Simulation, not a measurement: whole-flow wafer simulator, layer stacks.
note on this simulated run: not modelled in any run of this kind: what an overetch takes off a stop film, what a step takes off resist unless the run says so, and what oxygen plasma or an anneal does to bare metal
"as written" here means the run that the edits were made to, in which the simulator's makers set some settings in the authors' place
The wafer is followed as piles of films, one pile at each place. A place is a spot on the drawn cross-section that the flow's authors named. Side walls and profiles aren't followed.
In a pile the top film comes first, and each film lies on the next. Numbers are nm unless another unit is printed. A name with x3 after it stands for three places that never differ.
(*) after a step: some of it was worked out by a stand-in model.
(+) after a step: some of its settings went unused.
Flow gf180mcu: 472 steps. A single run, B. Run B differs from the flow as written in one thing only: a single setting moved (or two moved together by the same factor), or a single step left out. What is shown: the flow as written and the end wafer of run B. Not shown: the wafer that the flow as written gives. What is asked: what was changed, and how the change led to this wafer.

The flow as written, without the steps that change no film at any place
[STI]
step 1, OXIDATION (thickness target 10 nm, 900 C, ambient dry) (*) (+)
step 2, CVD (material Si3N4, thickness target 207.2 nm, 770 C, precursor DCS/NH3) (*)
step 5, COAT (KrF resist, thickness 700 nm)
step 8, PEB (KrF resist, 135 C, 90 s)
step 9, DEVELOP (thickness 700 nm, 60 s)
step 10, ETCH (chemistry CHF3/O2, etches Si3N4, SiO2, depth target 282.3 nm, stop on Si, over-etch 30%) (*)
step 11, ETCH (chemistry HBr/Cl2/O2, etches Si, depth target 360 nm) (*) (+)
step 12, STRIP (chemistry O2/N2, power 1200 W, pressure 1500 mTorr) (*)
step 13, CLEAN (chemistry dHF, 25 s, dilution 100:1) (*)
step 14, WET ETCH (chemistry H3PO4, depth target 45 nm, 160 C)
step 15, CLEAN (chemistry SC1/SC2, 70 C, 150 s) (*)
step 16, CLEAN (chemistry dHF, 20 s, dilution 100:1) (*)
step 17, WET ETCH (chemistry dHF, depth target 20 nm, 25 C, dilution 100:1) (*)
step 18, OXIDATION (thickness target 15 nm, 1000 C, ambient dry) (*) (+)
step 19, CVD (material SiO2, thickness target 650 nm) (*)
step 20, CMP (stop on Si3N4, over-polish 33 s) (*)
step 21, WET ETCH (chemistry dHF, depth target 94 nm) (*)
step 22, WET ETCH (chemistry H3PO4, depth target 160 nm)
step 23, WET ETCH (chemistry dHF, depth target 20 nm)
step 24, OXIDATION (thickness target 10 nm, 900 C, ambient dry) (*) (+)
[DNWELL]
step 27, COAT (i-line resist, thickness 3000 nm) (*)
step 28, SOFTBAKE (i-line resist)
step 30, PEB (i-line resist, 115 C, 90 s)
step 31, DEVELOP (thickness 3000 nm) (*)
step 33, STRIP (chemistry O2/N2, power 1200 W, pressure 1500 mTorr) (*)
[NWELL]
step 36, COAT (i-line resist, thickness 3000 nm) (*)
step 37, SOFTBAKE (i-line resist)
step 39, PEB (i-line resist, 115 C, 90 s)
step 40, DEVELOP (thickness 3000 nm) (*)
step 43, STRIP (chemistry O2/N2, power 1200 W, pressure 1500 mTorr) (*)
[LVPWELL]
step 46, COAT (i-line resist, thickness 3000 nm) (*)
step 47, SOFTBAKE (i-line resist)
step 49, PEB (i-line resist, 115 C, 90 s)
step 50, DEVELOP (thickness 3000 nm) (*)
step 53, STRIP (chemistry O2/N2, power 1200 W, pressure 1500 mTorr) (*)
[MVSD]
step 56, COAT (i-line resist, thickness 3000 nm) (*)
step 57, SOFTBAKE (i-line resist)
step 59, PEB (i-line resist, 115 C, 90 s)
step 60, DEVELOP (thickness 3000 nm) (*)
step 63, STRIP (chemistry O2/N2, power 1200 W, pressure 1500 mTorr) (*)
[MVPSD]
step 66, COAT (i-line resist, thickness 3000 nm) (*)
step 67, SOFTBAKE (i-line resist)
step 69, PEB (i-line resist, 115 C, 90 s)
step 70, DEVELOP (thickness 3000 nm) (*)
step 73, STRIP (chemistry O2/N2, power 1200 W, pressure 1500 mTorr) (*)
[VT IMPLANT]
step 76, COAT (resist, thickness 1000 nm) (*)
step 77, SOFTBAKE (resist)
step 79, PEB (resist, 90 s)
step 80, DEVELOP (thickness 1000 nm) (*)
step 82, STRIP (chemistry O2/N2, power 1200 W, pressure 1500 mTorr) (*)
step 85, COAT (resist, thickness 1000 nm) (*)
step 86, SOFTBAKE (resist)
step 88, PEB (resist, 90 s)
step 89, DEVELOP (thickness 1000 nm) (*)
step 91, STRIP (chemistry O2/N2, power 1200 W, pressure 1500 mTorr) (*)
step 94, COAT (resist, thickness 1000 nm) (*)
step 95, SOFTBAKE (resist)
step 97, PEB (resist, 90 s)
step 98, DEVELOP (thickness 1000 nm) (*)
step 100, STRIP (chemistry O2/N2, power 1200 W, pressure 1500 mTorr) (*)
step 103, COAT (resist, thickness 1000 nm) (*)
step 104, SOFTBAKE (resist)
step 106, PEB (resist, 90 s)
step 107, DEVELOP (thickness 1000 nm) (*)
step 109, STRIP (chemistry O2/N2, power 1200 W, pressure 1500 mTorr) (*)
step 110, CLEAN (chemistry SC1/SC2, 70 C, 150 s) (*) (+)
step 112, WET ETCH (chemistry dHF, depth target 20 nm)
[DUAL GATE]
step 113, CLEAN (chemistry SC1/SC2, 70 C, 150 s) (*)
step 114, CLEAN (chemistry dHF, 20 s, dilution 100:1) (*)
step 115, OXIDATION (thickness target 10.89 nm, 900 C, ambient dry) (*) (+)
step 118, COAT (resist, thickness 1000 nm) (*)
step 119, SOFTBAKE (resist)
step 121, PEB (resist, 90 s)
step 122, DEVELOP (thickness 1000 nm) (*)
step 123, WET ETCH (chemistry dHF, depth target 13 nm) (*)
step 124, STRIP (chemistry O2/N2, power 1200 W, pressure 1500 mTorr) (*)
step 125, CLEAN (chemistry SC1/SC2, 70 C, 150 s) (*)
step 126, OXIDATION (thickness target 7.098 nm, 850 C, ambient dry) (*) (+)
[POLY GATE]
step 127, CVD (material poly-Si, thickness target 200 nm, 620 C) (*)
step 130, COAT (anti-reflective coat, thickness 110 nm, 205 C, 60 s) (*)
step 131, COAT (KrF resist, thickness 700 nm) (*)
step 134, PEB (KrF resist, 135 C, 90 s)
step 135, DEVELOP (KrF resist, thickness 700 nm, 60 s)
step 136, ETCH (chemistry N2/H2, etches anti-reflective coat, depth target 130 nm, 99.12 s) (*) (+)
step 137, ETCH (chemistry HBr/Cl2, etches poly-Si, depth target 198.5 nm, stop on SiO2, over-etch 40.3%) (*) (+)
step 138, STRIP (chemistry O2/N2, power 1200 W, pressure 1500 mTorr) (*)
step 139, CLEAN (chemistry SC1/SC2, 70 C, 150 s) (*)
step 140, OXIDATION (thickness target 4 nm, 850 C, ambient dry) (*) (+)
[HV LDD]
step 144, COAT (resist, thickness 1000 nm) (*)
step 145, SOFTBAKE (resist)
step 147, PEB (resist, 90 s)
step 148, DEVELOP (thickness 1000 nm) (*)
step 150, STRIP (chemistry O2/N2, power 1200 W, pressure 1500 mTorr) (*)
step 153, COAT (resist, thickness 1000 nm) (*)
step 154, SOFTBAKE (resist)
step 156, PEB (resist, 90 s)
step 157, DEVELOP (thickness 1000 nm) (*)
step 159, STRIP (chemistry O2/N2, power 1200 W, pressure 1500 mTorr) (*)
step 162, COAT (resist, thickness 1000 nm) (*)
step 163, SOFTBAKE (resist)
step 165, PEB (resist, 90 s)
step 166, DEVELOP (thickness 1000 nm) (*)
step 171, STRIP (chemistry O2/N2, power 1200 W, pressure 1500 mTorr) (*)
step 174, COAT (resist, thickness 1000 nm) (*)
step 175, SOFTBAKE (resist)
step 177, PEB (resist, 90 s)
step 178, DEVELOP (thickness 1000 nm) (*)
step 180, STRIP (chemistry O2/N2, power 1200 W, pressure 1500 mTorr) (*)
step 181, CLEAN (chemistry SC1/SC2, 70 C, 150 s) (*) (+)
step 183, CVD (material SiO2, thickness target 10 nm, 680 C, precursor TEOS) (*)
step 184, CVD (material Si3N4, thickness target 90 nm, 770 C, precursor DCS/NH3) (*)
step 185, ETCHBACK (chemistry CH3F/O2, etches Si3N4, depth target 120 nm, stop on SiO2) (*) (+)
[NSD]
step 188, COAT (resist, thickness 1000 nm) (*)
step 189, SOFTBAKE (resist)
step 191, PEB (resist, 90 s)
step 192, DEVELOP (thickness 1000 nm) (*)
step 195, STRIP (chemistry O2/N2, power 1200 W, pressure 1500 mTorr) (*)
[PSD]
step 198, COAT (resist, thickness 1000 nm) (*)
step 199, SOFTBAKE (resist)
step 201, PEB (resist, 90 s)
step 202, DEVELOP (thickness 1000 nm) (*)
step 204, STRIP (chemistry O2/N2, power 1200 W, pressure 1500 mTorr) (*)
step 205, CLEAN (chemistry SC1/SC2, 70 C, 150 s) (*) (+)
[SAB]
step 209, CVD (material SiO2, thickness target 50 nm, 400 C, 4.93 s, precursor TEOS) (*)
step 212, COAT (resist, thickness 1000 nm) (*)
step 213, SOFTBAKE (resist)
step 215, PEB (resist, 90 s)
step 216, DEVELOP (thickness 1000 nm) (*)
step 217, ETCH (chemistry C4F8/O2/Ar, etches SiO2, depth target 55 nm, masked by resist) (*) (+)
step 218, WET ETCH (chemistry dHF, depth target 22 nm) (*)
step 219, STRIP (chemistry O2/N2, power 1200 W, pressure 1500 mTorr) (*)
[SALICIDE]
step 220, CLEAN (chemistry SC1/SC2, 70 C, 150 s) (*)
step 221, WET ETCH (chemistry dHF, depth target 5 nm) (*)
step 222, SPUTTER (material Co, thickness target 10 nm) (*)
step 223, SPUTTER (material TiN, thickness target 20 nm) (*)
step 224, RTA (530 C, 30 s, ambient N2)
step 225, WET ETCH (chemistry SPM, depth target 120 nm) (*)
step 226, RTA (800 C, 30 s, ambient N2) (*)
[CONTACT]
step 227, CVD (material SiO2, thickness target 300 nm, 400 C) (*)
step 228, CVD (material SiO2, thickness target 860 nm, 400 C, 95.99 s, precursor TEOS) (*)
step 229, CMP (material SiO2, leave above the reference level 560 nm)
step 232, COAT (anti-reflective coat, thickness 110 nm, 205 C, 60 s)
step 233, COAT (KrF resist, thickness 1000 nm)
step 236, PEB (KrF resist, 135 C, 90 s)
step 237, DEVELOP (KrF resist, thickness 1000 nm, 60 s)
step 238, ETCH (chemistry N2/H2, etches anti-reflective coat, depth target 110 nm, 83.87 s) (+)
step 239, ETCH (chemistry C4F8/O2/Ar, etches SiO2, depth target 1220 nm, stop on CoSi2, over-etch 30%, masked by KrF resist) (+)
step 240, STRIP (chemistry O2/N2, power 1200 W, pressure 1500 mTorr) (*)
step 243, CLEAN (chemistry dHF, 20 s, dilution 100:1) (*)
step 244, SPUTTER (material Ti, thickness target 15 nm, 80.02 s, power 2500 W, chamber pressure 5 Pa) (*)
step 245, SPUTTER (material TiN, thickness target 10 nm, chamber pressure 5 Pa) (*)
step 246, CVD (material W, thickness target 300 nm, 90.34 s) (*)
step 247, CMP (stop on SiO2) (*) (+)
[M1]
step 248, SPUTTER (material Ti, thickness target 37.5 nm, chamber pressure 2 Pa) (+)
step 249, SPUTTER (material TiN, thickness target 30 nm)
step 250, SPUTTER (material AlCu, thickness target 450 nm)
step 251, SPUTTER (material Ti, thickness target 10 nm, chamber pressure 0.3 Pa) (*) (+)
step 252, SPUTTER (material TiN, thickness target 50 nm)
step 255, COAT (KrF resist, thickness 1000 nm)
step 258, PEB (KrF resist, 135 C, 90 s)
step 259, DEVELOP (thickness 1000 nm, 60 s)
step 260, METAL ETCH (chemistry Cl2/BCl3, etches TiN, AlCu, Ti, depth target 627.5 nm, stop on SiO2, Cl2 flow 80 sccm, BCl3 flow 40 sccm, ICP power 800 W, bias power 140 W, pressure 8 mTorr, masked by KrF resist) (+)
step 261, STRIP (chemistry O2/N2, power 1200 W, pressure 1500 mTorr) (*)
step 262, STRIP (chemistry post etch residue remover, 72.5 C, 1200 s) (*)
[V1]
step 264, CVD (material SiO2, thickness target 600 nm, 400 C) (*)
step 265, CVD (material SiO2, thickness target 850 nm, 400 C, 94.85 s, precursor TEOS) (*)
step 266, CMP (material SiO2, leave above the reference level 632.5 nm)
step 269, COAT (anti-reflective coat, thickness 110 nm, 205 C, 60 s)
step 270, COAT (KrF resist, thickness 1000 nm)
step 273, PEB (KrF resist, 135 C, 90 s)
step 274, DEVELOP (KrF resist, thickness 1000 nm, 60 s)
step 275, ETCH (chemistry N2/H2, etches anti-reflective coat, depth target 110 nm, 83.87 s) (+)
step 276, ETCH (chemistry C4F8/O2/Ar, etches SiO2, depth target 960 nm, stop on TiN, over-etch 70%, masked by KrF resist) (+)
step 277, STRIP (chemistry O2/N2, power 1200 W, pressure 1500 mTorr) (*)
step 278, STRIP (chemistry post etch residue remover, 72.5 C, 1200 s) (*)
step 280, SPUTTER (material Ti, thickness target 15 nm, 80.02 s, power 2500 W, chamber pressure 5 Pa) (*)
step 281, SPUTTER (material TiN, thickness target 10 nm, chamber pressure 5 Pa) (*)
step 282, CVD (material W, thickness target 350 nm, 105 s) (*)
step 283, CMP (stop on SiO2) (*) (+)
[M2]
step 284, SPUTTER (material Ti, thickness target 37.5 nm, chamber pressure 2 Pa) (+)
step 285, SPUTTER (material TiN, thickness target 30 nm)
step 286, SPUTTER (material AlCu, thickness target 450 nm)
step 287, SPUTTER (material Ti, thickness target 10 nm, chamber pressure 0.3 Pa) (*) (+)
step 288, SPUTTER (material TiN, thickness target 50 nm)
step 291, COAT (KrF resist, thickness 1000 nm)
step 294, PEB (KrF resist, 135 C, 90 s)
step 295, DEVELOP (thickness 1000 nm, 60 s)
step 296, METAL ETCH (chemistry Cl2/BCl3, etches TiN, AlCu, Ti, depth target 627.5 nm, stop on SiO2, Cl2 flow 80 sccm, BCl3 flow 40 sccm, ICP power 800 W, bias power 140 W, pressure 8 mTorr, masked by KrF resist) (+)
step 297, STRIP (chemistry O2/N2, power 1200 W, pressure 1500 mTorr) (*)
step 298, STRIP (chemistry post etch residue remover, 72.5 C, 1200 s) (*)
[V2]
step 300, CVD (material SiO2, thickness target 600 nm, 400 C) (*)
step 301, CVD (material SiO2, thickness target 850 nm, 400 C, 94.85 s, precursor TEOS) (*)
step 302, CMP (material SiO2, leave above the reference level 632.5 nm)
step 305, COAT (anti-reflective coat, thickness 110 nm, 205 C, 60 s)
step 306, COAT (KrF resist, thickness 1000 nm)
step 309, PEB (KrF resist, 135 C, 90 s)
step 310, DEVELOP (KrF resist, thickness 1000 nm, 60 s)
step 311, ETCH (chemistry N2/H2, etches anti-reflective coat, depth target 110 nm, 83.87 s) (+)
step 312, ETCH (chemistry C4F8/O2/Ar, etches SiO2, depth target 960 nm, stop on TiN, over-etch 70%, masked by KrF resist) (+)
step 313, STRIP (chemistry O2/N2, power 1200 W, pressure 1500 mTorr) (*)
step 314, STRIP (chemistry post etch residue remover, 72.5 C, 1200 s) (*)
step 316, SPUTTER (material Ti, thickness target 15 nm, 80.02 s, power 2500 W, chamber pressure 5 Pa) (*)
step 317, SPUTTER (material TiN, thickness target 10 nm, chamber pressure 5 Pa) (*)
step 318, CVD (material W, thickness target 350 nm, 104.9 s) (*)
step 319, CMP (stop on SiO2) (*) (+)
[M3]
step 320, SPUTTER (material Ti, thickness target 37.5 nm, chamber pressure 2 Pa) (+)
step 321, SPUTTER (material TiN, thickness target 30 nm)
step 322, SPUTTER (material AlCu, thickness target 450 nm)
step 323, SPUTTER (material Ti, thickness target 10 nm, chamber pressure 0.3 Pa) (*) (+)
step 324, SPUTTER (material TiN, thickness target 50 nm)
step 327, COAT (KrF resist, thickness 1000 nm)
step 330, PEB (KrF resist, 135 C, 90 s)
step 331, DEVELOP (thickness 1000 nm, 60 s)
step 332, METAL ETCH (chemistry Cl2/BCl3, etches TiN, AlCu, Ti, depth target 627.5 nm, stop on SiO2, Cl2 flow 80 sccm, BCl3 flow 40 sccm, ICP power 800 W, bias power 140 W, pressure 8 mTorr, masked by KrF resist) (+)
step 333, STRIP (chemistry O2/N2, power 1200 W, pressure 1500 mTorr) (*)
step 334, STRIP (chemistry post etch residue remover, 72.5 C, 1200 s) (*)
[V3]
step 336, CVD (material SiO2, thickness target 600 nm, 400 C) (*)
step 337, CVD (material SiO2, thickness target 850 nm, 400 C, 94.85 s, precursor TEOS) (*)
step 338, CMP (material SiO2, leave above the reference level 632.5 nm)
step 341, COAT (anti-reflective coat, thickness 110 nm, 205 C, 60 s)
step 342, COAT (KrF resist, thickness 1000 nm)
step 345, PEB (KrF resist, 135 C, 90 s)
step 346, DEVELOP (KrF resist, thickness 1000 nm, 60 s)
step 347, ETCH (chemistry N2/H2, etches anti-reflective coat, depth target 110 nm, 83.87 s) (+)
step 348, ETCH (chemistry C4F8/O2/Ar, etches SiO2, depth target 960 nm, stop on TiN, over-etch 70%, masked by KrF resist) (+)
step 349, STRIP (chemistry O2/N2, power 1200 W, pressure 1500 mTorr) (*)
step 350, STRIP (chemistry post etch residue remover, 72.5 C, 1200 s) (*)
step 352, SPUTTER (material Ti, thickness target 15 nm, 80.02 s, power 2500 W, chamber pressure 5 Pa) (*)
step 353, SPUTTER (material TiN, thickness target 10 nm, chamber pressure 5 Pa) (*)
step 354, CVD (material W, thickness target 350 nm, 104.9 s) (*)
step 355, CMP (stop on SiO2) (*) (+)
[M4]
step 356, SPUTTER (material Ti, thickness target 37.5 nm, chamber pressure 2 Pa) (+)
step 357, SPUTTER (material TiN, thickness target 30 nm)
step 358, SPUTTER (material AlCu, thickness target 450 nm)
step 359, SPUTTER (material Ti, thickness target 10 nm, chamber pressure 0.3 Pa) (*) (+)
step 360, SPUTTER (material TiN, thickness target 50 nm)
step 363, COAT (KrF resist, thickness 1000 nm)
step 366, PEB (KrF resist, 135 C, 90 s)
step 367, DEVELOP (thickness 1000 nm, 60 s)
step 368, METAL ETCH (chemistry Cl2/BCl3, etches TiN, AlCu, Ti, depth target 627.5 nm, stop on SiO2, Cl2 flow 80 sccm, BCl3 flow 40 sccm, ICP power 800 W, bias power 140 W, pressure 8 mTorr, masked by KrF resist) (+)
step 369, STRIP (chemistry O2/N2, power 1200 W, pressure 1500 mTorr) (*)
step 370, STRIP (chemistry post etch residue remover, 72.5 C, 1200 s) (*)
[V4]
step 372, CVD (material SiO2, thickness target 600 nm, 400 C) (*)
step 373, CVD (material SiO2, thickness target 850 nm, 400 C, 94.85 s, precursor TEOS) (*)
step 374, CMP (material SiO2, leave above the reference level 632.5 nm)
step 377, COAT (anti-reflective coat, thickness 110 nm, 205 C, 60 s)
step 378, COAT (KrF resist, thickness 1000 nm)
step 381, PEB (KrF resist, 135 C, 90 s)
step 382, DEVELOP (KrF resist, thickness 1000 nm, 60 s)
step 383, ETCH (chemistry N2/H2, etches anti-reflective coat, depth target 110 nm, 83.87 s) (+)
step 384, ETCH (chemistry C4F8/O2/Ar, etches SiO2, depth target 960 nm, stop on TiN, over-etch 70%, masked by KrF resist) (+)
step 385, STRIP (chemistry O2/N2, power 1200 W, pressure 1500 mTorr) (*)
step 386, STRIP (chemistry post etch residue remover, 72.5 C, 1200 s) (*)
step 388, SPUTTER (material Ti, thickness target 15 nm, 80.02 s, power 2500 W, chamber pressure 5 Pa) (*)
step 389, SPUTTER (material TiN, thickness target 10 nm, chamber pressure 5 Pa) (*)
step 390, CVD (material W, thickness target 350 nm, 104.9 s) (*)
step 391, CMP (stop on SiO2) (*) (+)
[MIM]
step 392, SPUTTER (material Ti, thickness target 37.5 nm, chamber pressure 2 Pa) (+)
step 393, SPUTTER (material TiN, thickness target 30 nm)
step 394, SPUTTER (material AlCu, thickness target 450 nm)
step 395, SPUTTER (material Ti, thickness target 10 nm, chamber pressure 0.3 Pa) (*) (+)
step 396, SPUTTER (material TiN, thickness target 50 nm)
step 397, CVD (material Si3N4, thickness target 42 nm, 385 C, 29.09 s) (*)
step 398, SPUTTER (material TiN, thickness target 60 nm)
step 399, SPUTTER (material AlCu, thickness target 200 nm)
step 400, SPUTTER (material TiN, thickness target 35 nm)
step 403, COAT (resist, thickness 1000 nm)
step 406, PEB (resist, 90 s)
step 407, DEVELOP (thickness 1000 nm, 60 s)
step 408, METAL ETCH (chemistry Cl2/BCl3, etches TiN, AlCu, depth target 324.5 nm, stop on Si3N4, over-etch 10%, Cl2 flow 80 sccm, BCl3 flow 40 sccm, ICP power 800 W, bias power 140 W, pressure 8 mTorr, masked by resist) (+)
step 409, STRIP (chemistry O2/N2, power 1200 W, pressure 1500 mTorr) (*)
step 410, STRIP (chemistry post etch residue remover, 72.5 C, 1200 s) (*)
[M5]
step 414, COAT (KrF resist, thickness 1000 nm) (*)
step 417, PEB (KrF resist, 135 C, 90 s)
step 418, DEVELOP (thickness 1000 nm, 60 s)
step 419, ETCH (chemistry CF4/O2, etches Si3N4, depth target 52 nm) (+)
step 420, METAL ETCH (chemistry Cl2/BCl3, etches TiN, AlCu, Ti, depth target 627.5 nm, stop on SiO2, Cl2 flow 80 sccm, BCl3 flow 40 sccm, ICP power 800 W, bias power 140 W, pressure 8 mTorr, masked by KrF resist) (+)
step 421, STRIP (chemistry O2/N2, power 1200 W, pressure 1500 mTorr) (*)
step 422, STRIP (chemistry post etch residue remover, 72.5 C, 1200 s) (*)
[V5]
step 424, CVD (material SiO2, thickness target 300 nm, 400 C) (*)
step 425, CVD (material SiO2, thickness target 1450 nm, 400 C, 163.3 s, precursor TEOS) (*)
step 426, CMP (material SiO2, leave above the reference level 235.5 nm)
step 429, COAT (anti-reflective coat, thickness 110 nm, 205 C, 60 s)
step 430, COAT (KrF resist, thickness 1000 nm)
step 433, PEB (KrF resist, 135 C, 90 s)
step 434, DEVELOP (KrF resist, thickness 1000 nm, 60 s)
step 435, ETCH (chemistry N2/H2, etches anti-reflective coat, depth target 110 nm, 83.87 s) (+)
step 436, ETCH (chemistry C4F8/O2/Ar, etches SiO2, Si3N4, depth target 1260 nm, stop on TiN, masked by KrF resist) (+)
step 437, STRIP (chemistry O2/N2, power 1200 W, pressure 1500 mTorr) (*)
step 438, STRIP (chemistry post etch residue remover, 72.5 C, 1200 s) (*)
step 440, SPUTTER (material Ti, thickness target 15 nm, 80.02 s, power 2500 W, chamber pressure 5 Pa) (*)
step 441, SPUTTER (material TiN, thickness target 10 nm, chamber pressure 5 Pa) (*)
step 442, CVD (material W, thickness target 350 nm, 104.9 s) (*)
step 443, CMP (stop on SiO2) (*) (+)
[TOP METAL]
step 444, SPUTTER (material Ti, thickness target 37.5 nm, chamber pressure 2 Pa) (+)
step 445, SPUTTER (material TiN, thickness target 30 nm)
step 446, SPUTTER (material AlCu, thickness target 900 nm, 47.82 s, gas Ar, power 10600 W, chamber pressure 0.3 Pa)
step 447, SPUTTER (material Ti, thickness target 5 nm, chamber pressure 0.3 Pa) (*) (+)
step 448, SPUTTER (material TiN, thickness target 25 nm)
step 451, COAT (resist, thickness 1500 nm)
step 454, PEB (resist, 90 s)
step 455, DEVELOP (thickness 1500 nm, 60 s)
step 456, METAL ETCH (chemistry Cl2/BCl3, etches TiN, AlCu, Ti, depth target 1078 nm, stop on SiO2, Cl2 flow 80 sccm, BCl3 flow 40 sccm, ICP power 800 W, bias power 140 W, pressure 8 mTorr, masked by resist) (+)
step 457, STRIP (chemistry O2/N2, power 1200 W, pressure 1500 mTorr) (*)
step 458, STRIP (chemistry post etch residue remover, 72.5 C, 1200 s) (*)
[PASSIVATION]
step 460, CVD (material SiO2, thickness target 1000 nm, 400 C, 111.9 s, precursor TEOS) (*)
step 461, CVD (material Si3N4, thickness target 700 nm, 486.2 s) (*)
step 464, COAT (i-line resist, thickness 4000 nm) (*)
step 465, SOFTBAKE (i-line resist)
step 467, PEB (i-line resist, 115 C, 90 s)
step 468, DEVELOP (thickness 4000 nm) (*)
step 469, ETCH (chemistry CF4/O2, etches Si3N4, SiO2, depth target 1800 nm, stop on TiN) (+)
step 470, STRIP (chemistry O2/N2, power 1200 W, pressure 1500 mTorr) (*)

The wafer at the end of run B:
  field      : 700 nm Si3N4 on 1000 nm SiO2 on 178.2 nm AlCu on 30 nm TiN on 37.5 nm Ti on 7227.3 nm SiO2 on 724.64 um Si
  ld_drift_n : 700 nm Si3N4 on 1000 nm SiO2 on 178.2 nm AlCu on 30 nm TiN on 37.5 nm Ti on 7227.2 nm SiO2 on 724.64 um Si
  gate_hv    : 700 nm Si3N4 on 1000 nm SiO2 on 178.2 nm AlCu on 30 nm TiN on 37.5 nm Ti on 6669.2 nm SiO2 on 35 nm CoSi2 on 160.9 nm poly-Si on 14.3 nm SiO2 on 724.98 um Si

The reason: step 456, METAL ETCH: depth target 746.1 nm was run, though the flow has depth target 1078 nm.

How this came from the change, step by step:
  step 456, METAL ETCH (chemistry Cl2/BCl3, etches TiN, AlCu, Ti, depth target 1078 nm, stop on SiO2, Cl2 flow 80 sccm, BCl3 flow 40 sccm, ICP power 800 W, bias power 140 W, pressure 8 mTorr, masked by resist) (+)
      field, field__w1, field__w2 and 103 more: TiN loses 25 (all of it), Ti loses 5 (all of it), AlCu loses 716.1 (it would be, as written: TiN loses 25 (all of it), Ti loses 5 (all of it), AlCu loses 900 (all of it), TiN loses 30 (all of it), Ti loses 37.5 (all of it))
      field__w8, contact, m1, m1__w1, pad, m1_nw: resist loses 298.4 (it would be, as written: resist loses 431)
  step 457, STRIP (chemistry O2/N2, power 1200 W, pressure 1500 mTorr) (*)
      field__w8, contact, m1, m1__w1, pad, m1_nw: resist loses 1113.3 (all of it) (it would be, as written: resist loses 980.8 (all of it))
  step 458, STRIP (chemistry post etch residue remover, 72.5 C, 1200 s) (*)
      field, field__w1, field__w2 and 103 more: AlCu loses 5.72 (it would be, as written: nothing)
  step 460, CVD (material SiO2, thickness target 1000 nm, 400 C, 111.9 s, precursor TEOS) (*)
      field, field__w1, field__w2 and 103 more: SiO2 gains 1000 (new film) (it would be, as written: SiO2 gains 1000)
  step 464, COAT (i-line resist, thickness 4000 nm) (*)
      field__w8: i-line resist gains 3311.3 (new film) (it would be, as written: i-line resist gains 3093.1 (new film))
      contact: i-line resist gains 3349.5 (new film) (it would be, as written: i-line resist gains 3153.6 (new film))
      (and at 4 other places as well)
  step 465, SOFTBAKE (i-line resist)
      field__w5, field__w9: i-line resist gains 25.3 (it would be, as written: i-line resist gains 37.3)
      sd_p_hv, nw_enc_fld__w1: i-line resist gains 24.8 (it would be, as written: i-line resist gains 36.6)
      (and at 65 other places as well)
  step 467, PEB (i-line resist, 115 C, 90 s)
      field__w8, m1__w1: i-line resist loses 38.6 (it would be, as written: i-line resist loses 34.7)
      contact, m1: i-line resist loses 38.9 (it would be, as written: i-line resist loses 35.1)
      (and at 2 other places as well)
  step 468, DEVELOP (thickness 4000 nm) (*)
      pad: i-line resist loses 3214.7 (all of it) (it would be, as written: i-line resist loses 2974.8 (all of it))
  step 470, STRIP (chemistry O2/N2, power 1200 W, pressure 1500 mTorr) (*)
      field__w8, m1__w1: i-line resist loses 2024.5 (all of it) (it would be, as written: i-line resist loses 1787.7 (all of it))
      contact: i-line resist loses 2039.8 (all of it) (it would be, as written: i-line resist loses 1811.2 (all of it))
      (and at 2 other places as well)
With metal films that touch counted as one body, field has 1 body; the flow as written gives 0 bodies.
With metal films that touch counted as one body, ld_drift_n has 1 body; the flow as written gives 0 bodies.
With metal films that touch counted as one body, gate_hv has 2 bodies (between them, from the top down: SiO2 6669.2); the flow as written gives 1 body.
